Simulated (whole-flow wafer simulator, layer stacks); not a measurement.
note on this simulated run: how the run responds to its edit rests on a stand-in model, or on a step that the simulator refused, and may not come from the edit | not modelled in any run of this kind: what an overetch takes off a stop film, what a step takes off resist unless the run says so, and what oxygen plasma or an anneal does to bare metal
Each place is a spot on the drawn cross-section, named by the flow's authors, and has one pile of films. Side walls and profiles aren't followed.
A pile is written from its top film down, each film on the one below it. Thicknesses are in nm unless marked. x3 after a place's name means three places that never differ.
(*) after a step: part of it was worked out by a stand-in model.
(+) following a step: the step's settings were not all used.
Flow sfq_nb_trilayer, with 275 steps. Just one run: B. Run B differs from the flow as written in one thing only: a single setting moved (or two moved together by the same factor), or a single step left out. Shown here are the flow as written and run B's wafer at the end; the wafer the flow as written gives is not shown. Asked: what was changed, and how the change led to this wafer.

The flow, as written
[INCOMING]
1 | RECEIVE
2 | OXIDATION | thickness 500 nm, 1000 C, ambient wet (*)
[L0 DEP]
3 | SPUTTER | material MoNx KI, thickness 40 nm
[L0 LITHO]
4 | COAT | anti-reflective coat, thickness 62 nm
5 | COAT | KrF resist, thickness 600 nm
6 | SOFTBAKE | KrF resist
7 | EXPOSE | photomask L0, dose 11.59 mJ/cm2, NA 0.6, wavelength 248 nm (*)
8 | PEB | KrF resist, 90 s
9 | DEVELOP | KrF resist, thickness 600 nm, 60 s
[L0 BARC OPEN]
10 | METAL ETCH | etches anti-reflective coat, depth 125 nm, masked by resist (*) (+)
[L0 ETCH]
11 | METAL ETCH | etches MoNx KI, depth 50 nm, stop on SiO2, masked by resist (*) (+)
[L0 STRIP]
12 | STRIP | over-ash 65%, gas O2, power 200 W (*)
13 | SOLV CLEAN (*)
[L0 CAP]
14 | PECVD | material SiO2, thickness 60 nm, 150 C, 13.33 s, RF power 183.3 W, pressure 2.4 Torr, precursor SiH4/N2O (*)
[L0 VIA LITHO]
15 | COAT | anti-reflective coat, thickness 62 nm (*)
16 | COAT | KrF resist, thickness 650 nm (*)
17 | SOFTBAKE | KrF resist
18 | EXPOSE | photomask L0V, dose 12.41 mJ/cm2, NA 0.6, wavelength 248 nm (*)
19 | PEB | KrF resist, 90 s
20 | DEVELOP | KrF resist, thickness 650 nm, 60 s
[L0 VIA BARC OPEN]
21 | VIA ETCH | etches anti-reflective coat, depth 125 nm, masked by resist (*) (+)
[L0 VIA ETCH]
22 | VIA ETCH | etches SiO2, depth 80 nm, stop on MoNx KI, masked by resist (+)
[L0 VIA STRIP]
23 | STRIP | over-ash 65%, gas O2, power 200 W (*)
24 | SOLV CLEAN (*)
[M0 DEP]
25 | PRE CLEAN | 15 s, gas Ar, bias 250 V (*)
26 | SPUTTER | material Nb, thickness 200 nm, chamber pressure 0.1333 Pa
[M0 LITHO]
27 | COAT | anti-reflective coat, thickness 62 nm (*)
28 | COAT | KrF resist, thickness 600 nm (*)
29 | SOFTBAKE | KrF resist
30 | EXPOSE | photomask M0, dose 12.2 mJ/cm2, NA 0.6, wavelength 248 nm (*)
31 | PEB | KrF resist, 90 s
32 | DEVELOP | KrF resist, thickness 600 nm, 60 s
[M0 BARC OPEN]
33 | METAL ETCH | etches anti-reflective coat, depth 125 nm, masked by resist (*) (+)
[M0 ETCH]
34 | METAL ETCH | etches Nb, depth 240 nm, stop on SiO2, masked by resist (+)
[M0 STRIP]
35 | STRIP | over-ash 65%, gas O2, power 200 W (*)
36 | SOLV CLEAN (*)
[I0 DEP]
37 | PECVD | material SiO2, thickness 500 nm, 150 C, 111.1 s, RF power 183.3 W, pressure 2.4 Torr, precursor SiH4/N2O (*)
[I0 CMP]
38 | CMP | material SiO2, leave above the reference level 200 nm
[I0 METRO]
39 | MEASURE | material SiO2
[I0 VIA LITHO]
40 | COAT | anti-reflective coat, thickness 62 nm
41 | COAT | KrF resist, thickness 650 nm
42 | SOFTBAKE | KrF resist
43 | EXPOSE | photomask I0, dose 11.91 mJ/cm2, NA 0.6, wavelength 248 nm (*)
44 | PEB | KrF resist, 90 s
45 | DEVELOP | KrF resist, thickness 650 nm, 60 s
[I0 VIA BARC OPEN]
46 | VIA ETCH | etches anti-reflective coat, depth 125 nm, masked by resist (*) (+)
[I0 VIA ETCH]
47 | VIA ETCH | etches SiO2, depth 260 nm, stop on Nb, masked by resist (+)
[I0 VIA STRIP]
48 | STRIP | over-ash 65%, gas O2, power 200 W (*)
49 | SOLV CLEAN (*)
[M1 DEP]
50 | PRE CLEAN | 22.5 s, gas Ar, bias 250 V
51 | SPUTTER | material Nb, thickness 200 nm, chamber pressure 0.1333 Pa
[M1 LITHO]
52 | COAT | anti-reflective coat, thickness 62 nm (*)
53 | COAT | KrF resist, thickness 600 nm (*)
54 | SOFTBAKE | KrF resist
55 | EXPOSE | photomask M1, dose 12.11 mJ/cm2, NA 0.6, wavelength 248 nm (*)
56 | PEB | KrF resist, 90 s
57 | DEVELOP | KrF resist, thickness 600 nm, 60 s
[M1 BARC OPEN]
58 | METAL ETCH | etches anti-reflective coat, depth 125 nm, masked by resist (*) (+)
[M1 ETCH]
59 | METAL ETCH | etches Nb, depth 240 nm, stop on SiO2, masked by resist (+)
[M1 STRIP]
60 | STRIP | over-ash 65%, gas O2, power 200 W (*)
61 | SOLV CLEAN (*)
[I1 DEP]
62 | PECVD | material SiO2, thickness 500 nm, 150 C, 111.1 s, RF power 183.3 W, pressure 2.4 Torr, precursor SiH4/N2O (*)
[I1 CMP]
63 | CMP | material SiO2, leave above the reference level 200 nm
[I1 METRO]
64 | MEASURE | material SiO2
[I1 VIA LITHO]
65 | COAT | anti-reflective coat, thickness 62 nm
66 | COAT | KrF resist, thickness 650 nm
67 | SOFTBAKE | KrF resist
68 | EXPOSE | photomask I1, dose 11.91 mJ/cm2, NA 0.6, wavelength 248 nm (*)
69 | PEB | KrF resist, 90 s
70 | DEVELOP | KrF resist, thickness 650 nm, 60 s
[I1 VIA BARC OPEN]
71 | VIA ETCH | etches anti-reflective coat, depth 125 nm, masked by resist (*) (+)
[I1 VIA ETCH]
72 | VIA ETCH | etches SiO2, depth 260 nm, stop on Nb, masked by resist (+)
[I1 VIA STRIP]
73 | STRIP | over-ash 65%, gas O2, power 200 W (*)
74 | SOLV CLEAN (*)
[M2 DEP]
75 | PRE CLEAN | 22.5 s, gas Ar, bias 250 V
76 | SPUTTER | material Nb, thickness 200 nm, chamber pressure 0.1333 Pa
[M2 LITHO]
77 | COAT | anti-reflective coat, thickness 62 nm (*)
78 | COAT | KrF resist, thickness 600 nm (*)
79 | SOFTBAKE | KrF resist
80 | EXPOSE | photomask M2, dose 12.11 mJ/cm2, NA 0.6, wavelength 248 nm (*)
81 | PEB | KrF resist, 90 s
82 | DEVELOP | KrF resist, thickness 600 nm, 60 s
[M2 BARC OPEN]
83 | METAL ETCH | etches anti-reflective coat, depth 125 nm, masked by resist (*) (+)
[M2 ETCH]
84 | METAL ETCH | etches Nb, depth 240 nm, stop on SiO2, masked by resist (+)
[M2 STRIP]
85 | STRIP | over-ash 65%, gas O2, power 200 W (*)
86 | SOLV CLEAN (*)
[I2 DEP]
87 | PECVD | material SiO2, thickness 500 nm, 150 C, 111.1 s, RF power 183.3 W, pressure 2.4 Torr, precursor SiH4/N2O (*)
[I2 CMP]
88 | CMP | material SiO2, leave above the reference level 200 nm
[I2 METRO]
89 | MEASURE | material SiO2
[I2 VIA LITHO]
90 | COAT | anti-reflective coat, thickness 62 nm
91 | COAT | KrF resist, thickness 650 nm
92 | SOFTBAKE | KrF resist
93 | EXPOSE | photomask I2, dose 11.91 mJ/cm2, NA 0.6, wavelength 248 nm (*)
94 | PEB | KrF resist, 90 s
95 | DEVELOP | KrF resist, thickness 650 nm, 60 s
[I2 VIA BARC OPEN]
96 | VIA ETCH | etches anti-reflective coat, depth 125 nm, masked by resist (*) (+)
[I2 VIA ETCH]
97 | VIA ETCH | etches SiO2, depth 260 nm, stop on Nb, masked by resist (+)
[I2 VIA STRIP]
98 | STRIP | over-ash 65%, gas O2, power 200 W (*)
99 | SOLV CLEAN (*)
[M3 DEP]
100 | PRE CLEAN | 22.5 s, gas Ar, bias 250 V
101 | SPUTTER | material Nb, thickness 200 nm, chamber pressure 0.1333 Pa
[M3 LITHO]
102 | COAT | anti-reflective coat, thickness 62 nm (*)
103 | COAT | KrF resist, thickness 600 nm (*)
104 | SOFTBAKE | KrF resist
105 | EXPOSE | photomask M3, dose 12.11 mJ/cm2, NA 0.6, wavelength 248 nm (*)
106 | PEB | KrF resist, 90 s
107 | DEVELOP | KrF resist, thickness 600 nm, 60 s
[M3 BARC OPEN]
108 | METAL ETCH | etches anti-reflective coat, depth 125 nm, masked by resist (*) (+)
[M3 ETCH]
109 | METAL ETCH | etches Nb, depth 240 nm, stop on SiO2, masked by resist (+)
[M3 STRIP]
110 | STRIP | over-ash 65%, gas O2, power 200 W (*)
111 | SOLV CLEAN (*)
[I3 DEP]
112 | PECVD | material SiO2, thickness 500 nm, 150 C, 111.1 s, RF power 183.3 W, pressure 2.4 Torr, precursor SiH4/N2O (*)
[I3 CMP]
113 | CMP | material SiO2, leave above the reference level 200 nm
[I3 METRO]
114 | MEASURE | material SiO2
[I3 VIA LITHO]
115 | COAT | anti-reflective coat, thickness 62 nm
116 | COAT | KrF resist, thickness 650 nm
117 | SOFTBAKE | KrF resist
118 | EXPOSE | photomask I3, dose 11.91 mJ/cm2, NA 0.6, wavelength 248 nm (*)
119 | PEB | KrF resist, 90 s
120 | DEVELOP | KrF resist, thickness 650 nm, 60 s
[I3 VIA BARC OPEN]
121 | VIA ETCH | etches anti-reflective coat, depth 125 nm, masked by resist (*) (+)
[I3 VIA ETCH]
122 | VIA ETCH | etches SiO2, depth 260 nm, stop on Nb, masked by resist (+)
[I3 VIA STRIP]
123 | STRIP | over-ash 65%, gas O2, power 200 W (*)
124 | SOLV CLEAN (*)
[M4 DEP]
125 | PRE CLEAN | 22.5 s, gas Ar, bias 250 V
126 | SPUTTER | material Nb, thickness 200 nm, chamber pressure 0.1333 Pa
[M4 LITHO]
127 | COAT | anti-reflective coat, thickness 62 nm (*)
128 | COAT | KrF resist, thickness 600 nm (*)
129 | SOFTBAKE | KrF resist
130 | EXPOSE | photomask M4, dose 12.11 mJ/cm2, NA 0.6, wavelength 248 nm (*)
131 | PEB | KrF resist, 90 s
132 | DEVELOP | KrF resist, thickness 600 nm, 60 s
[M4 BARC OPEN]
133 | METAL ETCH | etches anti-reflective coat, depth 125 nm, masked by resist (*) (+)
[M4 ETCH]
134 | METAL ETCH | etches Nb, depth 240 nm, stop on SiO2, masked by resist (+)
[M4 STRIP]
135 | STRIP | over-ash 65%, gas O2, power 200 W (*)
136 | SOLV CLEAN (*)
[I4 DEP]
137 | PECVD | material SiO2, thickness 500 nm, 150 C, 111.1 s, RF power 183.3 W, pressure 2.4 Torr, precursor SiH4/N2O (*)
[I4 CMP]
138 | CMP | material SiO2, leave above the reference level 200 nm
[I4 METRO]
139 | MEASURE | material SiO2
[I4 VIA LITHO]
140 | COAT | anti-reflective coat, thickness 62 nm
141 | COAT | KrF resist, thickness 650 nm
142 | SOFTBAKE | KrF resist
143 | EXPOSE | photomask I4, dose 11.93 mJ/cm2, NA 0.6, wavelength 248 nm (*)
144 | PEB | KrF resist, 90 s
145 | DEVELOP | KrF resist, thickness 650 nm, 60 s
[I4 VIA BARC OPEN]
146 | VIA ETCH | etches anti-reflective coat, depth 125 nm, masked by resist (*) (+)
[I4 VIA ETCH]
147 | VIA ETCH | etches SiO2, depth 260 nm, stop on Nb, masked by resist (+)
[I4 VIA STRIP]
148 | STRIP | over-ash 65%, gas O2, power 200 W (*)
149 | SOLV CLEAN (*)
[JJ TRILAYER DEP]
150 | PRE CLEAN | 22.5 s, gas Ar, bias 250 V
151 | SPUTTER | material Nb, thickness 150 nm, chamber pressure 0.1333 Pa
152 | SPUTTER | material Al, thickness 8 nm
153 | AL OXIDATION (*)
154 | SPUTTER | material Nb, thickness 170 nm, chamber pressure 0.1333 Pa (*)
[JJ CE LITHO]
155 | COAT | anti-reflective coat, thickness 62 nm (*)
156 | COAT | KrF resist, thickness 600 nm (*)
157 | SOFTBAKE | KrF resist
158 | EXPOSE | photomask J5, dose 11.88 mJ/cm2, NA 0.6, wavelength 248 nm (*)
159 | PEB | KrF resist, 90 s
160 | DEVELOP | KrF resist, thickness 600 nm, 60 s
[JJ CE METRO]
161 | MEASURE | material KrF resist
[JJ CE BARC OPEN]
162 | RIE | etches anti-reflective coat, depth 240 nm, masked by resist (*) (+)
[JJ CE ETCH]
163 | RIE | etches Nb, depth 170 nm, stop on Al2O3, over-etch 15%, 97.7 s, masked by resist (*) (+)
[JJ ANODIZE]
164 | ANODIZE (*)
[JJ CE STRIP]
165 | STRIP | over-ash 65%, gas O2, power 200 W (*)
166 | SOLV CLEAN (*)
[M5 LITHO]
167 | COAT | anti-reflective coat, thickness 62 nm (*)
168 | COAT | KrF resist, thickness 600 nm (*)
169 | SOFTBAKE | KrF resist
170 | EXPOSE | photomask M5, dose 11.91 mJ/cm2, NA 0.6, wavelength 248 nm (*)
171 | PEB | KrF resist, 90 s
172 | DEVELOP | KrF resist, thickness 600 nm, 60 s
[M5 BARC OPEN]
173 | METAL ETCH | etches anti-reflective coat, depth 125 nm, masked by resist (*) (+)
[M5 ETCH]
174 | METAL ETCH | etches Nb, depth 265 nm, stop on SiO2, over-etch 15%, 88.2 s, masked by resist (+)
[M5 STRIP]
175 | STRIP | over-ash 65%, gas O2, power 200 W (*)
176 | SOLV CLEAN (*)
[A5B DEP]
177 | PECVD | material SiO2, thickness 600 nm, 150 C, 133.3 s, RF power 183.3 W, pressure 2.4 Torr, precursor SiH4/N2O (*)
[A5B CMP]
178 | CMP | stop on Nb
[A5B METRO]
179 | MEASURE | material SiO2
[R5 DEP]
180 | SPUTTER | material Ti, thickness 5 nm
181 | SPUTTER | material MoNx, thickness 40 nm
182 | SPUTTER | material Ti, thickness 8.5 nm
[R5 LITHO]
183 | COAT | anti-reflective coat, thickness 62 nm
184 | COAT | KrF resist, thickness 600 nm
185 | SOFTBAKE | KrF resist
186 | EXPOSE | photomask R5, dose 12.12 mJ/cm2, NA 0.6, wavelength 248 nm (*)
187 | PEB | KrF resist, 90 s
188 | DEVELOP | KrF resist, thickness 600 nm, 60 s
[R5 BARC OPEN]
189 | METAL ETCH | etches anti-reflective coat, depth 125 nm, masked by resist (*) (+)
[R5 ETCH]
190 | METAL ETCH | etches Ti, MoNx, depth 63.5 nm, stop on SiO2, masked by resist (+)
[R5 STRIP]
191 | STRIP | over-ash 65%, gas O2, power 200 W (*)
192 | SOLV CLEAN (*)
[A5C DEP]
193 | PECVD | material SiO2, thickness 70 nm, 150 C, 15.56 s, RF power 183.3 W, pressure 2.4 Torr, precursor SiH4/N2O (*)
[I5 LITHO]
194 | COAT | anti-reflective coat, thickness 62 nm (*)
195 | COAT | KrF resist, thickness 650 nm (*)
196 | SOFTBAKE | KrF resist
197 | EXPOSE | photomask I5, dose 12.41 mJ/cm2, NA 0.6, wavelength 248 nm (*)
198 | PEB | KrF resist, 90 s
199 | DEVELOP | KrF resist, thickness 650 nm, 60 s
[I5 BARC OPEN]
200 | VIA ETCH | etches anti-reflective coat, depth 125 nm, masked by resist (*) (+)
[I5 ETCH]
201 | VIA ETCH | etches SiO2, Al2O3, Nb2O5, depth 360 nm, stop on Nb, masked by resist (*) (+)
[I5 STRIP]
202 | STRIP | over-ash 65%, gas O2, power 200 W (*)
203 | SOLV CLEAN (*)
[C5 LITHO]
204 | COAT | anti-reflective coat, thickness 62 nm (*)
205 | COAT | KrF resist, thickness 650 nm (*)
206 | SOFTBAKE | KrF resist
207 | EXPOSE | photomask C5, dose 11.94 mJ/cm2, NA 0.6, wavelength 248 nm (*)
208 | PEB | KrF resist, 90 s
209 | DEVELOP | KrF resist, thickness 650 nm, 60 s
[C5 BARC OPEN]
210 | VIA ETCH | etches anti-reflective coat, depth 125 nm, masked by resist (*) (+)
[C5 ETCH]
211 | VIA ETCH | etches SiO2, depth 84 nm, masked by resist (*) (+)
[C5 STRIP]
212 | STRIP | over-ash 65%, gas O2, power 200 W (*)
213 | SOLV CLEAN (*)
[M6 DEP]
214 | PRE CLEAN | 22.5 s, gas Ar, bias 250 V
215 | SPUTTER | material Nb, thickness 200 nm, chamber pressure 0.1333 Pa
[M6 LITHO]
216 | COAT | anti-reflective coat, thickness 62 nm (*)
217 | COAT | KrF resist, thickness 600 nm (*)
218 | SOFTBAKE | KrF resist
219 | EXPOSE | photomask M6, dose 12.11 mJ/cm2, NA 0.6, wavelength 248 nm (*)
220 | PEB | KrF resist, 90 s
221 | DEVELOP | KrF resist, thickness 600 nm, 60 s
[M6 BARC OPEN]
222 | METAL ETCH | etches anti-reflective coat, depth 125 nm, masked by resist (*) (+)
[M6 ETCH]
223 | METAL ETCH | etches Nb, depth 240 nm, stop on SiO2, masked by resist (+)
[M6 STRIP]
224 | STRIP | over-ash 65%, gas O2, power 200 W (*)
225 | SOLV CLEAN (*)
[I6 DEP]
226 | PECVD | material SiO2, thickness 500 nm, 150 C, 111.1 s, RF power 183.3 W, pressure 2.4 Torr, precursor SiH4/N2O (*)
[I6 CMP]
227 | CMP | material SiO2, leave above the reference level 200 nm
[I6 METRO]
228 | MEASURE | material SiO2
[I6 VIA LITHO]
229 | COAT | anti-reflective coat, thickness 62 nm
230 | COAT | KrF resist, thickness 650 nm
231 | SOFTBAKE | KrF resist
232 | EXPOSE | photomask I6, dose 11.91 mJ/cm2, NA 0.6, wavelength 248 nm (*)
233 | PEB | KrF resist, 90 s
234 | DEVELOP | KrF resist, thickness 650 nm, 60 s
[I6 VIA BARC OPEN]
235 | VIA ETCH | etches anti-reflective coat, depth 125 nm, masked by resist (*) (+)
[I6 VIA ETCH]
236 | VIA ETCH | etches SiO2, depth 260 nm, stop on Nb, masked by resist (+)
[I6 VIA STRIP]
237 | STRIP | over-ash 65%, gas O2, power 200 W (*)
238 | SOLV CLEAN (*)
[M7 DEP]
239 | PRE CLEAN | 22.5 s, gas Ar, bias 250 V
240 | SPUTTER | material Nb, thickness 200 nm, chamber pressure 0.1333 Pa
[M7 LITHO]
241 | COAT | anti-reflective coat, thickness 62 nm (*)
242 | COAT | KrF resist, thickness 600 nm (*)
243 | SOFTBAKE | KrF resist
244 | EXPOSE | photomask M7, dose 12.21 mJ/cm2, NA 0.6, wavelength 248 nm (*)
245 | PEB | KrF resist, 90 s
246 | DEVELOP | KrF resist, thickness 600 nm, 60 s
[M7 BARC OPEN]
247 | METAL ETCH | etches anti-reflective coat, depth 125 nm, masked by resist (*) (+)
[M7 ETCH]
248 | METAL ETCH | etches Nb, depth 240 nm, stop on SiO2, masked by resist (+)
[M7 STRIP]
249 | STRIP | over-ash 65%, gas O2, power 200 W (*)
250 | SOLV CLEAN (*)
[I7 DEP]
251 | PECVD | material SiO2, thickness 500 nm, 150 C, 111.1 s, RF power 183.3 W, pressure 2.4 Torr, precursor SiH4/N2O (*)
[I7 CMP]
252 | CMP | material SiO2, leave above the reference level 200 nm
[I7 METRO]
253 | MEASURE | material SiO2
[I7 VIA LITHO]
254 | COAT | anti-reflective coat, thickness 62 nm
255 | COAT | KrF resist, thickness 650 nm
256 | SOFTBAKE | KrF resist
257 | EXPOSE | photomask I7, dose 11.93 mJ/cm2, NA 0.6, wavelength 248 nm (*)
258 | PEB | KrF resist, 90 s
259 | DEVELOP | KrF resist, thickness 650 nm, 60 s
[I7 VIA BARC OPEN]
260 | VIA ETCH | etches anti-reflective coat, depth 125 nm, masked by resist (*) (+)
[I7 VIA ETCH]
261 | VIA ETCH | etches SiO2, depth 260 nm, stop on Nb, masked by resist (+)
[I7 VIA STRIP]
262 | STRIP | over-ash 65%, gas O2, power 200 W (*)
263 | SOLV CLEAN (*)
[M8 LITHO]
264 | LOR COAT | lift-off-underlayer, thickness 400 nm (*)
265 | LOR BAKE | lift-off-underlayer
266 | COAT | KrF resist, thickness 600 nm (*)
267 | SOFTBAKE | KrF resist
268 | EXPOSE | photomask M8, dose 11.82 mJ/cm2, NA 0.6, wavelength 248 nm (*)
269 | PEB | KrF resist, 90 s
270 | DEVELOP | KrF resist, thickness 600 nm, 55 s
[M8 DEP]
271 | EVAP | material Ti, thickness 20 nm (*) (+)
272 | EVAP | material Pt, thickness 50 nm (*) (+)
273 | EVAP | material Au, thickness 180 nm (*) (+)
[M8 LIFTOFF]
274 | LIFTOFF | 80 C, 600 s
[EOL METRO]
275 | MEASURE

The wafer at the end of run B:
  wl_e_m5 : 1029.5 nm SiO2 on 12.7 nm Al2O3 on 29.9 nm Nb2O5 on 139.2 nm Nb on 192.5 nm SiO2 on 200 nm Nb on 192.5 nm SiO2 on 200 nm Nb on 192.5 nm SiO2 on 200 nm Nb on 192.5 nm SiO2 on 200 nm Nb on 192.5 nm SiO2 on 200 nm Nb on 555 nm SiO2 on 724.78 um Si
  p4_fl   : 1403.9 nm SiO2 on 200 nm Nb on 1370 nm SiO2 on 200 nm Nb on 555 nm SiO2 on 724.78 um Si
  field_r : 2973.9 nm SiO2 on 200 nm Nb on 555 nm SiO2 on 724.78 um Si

The reason: step 240, SPUTTER: thickness 228 nm was run, though the flow has thickness 200 nm.

How this came from the change, step by step:
  240 | SPUTTER | material Nb, thickness 200 nm, chamber pressure 0.1333 Pa
      field_l, v_sur, via_wl and 102 more: Nb gains 228 (new film) (as written it would have been: Nb gains 200 (new film))
      via_v: Nb gains 183.8 (as written it would have been: Nb gains 161.1)
  248 | METAL ETCH | etches Nb, depth 240 nm, stop on SiO2, masked by resist (+)
      field_l, field_r, lsp_l and 62 more: Nb loses 228 (all of it) (as written it would have been: Nb loses 200 (all of it))
  251 | PECVD | material SiO2, thickness 500 nm, 150 C, 111.1 s, RF power 183.3 W, pressure 2.4 Torr, precursor SiH4/N2O (*)
      m7r_space_l, m7r_space_r: SiO2 gains 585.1 (as written it would have been: SiO2 gains 557.1)
  252 | CMP | material SiO2, leave above the reference level 200 nm
      field_l, p4_fl, p4_fm and 56 more: SiO2 loses 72 (as written it would have been: SiO2 loses 100)
      field_r, lsp_l: SiO2 loses 46.5 (as written it would have been: SiO2 loses 77.7)
      (as well as at 2 more places)
